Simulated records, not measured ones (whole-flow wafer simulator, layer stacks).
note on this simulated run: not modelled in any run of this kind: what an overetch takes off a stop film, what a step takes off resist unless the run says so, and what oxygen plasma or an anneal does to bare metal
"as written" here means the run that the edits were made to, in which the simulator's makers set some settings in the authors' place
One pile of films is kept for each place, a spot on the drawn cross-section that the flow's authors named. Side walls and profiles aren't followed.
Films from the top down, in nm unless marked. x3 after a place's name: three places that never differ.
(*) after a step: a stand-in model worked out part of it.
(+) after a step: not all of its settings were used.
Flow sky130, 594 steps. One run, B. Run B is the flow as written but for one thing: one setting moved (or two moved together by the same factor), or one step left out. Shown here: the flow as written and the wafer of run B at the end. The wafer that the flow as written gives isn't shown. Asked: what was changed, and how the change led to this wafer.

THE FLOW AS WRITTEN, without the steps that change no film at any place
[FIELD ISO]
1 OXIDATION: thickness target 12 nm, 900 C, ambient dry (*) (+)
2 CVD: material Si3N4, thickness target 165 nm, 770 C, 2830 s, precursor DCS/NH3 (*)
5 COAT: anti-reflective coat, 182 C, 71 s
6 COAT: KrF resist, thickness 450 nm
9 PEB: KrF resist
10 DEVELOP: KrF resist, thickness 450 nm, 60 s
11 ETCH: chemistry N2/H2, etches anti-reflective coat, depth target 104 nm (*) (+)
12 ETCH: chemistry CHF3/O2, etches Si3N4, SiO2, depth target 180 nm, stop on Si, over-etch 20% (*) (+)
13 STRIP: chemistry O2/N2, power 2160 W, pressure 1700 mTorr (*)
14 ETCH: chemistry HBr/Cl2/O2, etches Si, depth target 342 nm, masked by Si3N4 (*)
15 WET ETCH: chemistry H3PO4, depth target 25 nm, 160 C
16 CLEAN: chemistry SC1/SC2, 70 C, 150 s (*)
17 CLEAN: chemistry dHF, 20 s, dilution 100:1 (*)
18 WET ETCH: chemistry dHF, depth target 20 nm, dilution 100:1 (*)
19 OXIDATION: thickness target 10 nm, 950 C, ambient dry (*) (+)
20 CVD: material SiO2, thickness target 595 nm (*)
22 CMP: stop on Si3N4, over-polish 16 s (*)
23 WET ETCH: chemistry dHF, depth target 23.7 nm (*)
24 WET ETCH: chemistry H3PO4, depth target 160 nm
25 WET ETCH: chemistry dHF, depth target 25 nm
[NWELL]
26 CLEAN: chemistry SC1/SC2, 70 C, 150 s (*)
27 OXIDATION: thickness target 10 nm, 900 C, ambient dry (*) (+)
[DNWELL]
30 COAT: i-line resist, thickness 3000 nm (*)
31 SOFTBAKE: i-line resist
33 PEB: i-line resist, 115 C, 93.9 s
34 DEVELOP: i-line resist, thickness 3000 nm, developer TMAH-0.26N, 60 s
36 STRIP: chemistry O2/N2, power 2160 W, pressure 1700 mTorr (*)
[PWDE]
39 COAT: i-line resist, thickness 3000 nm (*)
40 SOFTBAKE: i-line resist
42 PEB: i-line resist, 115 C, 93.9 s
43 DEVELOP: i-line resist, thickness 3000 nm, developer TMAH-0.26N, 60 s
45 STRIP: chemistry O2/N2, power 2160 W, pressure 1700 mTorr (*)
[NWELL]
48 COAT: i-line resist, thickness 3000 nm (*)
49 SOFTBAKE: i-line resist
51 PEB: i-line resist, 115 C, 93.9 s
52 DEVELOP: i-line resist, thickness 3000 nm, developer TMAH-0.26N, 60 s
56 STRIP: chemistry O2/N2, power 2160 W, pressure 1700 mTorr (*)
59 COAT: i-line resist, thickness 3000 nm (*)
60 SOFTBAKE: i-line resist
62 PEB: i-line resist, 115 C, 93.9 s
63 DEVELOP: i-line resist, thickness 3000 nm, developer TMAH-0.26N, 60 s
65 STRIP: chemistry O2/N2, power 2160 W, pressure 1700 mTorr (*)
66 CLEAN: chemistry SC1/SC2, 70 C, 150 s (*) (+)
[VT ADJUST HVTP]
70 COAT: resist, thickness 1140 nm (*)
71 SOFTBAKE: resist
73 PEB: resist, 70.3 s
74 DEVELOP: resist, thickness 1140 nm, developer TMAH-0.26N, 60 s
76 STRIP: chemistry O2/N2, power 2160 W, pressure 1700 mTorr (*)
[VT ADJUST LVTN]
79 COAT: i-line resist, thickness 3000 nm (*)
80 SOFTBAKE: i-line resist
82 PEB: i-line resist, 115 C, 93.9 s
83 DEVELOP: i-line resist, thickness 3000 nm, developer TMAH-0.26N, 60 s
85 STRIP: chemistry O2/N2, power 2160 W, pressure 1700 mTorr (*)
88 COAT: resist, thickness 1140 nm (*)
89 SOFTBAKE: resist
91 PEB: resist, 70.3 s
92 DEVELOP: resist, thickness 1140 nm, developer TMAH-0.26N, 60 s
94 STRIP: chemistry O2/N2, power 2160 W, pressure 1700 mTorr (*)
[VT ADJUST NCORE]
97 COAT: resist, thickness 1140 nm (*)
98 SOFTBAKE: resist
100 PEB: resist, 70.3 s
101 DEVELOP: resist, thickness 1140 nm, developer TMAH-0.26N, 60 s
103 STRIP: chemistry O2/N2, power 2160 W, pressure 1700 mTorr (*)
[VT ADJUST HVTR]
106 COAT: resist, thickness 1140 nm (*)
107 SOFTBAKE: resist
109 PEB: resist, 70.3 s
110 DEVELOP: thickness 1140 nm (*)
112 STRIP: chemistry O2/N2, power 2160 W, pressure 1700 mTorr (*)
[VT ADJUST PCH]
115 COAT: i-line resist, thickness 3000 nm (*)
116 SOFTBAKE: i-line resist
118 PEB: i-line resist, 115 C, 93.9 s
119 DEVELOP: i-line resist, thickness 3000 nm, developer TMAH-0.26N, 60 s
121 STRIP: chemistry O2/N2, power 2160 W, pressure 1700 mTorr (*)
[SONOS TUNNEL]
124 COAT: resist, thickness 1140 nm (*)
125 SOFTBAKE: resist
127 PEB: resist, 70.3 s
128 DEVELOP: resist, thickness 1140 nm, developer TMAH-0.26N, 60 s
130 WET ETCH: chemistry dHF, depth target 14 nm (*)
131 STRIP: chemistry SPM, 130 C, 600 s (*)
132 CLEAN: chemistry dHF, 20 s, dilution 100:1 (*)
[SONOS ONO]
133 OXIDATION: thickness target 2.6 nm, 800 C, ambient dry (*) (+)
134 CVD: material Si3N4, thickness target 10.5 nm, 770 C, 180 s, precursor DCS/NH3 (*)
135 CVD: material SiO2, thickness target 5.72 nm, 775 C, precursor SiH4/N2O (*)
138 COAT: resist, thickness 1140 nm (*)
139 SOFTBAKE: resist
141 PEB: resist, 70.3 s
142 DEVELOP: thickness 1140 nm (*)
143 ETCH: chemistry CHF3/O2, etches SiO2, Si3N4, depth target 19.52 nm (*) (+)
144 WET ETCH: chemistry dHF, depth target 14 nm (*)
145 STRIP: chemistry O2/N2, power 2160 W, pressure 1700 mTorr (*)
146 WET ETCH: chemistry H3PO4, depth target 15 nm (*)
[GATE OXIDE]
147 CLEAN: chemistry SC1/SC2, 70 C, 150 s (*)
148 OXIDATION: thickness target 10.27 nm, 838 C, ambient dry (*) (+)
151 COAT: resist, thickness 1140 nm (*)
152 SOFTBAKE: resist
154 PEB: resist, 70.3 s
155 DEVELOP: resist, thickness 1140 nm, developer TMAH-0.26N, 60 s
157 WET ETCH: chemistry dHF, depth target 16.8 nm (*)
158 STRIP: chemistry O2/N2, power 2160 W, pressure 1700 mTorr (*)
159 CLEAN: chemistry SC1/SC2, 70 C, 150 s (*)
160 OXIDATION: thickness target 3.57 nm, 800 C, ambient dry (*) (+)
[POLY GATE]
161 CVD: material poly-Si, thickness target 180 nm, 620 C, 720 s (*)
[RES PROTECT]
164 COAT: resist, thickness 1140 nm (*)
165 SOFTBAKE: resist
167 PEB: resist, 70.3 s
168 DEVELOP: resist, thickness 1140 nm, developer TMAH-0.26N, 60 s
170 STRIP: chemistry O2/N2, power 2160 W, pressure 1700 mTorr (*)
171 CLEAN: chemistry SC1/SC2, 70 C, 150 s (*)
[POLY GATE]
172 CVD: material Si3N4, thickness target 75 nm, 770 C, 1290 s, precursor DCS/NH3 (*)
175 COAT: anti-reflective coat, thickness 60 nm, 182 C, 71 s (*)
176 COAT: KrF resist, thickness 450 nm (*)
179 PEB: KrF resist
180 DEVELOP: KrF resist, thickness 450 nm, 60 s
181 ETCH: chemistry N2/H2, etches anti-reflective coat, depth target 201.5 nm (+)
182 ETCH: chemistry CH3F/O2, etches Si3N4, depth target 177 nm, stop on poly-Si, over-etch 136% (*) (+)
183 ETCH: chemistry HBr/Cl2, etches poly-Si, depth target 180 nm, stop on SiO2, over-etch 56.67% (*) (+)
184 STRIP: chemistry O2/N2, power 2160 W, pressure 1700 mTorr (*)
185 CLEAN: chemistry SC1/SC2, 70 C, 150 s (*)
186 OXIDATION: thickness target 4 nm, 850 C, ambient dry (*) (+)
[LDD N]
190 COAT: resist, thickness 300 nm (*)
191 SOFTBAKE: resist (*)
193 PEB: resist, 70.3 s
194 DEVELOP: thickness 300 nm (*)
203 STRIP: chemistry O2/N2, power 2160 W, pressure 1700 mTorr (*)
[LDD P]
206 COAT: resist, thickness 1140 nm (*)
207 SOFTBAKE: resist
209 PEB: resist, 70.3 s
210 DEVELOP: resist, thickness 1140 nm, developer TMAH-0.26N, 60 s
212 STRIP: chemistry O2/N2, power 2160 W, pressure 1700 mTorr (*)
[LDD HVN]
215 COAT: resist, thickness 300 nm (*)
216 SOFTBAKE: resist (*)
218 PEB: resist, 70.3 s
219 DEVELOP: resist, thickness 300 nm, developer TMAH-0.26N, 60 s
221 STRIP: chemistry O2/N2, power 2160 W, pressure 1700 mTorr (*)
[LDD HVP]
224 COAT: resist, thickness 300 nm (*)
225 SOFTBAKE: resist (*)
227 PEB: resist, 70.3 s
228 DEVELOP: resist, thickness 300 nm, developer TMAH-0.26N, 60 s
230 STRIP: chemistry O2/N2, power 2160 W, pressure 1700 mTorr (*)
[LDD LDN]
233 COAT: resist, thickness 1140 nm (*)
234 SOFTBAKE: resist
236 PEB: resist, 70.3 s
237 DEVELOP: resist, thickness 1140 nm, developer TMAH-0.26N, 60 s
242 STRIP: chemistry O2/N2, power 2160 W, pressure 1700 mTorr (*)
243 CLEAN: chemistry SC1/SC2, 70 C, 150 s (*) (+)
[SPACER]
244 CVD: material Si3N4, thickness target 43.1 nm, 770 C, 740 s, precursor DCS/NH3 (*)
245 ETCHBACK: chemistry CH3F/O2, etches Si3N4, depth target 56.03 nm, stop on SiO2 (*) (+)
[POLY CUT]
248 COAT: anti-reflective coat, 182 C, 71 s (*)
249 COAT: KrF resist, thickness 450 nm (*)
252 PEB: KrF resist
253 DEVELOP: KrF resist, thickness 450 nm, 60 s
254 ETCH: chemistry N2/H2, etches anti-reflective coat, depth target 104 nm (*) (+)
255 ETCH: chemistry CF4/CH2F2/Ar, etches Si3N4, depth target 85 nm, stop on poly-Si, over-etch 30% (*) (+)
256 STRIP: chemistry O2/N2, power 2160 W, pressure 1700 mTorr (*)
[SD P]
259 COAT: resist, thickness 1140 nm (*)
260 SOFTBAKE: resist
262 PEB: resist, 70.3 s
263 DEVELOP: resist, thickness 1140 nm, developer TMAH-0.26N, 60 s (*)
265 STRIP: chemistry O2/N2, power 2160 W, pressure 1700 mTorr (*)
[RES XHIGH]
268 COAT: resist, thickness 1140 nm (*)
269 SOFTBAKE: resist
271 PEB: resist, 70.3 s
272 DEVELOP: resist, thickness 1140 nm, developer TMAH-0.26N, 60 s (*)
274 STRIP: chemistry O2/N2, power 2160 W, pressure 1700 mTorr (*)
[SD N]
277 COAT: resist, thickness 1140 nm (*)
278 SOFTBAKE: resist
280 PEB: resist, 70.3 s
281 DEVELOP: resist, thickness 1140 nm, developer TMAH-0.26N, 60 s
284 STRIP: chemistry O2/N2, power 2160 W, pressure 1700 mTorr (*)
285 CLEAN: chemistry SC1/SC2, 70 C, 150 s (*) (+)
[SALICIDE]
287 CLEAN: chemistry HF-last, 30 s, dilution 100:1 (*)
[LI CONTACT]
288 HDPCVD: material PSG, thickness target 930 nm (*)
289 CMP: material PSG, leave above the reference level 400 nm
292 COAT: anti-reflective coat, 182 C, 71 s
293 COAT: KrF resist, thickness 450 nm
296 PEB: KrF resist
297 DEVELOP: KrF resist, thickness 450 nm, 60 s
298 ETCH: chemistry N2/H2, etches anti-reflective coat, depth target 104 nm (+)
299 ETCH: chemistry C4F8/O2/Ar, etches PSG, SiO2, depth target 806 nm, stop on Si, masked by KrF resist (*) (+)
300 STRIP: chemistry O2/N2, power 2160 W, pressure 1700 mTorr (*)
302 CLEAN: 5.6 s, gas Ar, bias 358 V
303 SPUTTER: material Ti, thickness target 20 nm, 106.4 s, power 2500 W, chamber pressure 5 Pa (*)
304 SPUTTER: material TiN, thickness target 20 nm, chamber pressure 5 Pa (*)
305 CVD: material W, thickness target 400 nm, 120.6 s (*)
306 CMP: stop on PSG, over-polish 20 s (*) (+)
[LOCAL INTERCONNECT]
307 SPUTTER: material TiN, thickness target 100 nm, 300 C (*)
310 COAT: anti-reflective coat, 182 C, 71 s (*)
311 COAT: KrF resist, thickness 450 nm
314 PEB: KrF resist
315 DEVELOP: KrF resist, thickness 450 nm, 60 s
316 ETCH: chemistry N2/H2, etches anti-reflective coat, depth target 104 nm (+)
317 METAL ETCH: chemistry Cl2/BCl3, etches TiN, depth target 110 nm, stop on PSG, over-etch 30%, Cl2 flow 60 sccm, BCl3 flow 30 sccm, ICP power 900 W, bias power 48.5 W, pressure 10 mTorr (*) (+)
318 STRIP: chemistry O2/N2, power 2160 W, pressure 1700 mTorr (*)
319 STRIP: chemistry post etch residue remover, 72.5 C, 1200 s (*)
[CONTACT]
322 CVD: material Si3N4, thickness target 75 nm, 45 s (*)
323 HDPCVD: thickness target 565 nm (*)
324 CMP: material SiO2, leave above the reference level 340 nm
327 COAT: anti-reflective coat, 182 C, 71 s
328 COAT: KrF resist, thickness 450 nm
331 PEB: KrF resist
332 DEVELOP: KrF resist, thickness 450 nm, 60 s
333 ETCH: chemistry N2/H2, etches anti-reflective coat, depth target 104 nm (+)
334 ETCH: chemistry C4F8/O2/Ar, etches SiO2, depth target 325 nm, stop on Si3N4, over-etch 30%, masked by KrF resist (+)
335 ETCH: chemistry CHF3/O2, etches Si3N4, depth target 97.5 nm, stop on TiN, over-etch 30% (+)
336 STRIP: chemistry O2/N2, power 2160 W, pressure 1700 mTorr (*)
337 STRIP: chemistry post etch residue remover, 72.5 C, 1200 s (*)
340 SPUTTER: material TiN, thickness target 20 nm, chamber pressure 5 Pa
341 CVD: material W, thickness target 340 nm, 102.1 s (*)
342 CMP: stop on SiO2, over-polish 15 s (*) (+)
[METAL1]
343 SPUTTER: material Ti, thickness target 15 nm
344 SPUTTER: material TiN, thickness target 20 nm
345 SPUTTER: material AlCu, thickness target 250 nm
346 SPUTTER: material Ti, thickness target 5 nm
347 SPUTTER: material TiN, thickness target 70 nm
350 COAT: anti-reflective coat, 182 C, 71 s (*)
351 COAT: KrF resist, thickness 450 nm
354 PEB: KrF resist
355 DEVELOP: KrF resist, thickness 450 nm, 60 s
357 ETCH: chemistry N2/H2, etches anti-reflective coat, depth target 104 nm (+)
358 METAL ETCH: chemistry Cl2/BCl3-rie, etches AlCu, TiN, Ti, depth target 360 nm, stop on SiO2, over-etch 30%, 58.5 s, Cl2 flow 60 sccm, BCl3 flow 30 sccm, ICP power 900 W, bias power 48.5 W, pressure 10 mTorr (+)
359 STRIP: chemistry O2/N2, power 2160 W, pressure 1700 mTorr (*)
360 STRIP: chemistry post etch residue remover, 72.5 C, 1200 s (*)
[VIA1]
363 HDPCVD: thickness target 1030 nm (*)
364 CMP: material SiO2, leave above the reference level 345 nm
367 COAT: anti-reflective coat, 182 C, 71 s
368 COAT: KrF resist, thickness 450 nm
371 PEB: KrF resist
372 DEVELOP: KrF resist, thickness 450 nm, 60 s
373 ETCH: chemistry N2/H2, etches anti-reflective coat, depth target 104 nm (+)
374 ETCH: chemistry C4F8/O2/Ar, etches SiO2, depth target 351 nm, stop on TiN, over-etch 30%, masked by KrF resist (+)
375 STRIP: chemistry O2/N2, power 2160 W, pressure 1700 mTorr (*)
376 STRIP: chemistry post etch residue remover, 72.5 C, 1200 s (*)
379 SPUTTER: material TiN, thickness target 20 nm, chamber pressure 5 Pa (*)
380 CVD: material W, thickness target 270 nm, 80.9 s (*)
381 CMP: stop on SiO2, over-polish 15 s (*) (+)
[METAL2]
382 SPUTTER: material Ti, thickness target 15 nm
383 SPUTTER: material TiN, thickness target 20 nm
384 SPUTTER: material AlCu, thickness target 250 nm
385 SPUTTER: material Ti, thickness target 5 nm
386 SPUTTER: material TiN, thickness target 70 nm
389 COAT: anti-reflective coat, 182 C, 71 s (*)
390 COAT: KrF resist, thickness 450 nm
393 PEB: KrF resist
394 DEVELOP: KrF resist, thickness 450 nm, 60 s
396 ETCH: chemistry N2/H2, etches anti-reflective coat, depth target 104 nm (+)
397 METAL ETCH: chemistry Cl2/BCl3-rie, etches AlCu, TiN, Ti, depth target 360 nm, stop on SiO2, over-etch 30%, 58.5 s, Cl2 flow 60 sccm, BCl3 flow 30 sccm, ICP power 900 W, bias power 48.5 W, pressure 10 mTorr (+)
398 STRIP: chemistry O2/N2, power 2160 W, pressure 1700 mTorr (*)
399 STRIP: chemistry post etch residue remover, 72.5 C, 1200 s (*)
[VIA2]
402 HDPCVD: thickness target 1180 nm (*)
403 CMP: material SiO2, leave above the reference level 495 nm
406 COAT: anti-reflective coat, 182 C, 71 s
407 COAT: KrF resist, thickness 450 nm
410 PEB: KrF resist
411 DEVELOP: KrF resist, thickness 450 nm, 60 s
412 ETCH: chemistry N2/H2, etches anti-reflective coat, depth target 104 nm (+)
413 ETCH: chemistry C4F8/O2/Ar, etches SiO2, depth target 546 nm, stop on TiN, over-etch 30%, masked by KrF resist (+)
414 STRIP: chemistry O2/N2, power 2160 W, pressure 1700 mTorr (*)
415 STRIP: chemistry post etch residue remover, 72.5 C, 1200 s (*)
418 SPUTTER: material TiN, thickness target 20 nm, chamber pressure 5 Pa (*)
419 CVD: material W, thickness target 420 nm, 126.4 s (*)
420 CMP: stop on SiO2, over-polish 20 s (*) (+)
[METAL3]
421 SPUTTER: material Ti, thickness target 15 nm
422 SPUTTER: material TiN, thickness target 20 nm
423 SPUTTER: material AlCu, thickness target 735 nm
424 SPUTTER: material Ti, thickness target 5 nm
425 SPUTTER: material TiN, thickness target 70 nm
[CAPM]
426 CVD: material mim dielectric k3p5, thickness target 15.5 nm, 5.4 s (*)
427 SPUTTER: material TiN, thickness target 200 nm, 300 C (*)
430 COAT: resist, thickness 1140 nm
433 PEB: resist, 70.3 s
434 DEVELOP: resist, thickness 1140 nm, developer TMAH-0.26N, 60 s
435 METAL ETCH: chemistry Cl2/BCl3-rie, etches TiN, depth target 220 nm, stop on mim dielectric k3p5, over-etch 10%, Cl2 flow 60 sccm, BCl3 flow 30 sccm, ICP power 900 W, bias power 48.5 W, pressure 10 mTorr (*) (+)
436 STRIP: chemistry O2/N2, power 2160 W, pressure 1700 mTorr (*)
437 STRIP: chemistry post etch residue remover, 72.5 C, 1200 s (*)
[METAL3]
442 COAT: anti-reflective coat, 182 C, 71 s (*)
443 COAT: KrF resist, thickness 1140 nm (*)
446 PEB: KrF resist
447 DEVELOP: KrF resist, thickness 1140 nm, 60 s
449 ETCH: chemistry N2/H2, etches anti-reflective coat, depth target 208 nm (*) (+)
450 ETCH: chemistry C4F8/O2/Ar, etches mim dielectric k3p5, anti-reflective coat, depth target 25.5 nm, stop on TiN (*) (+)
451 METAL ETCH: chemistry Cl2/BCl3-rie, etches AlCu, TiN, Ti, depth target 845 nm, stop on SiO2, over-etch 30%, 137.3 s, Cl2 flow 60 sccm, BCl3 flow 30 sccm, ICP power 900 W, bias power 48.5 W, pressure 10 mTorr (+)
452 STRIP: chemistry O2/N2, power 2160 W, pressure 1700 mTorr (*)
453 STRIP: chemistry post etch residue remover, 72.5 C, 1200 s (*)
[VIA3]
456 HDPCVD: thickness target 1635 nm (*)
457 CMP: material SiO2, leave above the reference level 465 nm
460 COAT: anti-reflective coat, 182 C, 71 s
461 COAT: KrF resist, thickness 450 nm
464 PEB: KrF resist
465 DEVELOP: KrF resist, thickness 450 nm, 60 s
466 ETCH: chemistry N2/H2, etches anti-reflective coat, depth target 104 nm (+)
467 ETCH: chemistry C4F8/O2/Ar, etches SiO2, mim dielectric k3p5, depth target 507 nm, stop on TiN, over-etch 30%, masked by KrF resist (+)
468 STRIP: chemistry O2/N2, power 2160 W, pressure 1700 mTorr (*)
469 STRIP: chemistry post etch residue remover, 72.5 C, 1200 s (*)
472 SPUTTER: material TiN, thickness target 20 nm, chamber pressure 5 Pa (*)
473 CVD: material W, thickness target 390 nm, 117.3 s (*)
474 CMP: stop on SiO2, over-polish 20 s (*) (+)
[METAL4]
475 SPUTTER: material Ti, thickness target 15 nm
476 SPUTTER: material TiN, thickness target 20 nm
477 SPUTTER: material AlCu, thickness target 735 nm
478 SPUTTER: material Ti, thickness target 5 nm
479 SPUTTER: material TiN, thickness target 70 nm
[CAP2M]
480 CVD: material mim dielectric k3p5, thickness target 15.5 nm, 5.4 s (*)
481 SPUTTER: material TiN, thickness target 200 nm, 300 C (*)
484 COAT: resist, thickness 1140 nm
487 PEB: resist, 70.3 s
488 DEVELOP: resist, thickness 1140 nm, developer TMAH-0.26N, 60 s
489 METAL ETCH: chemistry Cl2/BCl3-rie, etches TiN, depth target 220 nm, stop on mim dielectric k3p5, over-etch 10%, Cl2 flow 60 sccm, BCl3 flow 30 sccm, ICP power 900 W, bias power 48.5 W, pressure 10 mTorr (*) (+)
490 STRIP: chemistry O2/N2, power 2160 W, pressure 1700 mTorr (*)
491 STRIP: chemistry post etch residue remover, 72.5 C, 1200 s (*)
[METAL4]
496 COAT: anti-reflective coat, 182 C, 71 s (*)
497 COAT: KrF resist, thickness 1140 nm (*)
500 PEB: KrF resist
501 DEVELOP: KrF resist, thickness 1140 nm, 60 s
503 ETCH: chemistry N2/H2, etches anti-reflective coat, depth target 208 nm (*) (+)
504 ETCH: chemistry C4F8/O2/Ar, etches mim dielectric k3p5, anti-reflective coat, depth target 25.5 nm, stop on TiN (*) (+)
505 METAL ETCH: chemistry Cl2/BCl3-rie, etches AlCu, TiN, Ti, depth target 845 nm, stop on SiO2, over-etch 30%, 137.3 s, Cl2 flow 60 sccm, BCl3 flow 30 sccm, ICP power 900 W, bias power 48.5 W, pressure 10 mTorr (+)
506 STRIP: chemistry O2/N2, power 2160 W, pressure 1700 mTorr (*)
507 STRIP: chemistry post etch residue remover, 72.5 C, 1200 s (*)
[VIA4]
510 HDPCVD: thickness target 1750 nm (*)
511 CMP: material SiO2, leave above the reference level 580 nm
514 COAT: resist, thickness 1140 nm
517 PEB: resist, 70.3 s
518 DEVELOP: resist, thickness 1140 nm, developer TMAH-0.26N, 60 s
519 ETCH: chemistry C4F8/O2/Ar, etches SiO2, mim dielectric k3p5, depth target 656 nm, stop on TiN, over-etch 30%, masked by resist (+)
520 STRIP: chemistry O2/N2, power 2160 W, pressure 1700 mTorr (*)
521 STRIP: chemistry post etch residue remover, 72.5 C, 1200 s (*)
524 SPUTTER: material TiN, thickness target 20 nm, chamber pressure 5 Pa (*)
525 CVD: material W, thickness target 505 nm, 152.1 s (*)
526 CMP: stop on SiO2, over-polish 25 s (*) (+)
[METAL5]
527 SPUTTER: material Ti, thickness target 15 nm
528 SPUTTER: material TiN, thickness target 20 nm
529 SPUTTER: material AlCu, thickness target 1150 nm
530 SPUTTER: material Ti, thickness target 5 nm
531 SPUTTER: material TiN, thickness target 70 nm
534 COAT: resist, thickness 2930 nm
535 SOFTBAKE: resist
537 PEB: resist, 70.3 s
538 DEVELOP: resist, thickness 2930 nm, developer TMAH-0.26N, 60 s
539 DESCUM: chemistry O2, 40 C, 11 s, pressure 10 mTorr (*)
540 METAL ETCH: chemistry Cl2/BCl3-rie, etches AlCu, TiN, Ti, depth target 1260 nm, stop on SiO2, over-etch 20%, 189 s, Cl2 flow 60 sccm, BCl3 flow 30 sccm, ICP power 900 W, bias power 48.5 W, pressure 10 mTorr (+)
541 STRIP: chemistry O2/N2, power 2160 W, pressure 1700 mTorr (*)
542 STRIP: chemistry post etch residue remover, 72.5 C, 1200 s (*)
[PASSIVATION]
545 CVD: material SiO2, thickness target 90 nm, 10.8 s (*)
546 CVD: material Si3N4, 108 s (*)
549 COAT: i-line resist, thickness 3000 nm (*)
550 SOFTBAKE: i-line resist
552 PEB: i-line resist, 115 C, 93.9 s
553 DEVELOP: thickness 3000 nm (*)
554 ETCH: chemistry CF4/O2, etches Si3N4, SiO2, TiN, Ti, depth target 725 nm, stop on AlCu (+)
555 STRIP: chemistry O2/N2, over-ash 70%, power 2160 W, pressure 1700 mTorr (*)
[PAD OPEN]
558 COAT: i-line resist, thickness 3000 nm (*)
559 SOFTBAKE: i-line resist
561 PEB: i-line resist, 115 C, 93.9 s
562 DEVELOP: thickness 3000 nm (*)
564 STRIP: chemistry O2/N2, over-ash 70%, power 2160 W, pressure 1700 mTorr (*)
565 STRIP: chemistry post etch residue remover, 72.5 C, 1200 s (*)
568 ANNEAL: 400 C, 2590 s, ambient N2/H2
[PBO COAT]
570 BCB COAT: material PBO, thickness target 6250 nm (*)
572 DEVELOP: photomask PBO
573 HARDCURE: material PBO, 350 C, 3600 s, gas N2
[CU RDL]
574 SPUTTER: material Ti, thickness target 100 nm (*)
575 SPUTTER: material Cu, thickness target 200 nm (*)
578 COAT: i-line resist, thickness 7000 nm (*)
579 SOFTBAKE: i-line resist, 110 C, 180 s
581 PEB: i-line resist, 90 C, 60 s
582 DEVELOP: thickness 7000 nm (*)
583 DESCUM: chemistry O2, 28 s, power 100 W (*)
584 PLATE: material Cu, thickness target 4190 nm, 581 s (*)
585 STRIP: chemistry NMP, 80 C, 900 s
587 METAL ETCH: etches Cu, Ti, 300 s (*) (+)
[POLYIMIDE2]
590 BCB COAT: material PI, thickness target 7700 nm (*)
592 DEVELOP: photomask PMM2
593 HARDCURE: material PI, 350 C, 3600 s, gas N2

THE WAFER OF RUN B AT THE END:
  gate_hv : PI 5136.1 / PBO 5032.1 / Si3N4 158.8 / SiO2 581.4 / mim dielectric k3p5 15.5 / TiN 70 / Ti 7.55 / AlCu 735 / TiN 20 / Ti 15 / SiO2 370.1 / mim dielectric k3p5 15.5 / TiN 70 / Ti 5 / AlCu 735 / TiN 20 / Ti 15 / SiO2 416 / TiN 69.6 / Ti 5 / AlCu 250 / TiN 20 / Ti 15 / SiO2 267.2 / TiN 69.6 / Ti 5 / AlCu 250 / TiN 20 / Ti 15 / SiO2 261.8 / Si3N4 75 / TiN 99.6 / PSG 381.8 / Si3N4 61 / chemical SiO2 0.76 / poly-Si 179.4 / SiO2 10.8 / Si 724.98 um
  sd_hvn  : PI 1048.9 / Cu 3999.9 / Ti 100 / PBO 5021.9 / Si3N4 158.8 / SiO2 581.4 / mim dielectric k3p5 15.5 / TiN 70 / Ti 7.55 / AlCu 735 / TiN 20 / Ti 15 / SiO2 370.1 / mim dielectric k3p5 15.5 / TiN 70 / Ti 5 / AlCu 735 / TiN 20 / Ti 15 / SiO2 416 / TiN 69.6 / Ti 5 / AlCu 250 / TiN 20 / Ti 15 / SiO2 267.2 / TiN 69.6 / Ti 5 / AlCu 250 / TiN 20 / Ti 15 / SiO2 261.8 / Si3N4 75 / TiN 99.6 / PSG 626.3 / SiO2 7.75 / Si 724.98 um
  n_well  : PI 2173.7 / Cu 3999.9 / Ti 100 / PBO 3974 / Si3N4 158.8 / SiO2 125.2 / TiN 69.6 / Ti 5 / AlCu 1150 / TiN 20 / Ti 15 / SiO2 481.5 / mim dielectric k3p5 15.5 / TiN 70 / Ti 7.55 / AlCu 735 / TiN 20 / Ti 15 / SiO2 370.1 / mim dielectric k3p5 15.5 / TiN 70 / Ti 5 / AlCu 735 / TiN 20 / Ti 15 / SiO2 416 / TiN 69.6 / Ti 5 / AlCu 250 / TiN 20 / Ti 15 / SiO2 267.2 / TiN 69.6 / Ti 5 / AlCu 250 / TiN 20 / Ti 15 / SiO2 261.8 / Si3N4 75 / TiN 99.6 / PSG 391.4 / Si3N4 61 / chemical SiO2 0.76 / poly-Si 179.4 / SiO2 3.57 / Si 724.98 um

The cause: step 478, SPUTTER: thickness target 7.55 nm was run, where the flow has thickness target 5 nm.
It can be read off the wafer: gate_hv has Ti 7.55, and step 478 as written asks for 5 nm.

How the change led to this, step by step:
  478 SPUTTER: material Ti, thickness target 5 nm
      field, active, n_well and 189 more: Ti +7.55 (new film) (as written it would be: Ti +5 (new film))
  505 METAL ETCH: chemistry Cl2/BCl3-rie, etches AlCu, TiN, Ti, depth target 845 nm, stop on SiO2, over-etch 30%, 137.3 s, Cl2 flow 60 sccm, BCl3 flow 30 sccm, ICP power 900 W, bias power 48.5 W, pressure 10 mTorr (+)
      field, gate, spacer and 68 more: TiN -70 (all of it), Ti -7.55 (all of it), AlCu -735 (all of it), TiN -20 (all of it), Ti -15 (all of it), SiO2 -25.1 (as written it would be: TiN -70 (all of it), Ti -5 (all of it), AlCu -735 (all of it), TiN -20 (all of it), Ti -15 (all of it), SiO2 -25.4)
      active, vpp_iso1, mim_edge_plate and 14 more: TiN -70 (all of it), Ti -7.55 (all of it), AlCu -735 (all of it), TiN -20 (all of it), Ti -15 (all of it), SiO2 -25.1 (as written it would be: TiN -70 (all of it), Ti -5 (all of it), AlCu -735 (all of it), TiN -20 (all of it), Ti -15 (all of it), SiO2 -25.3)
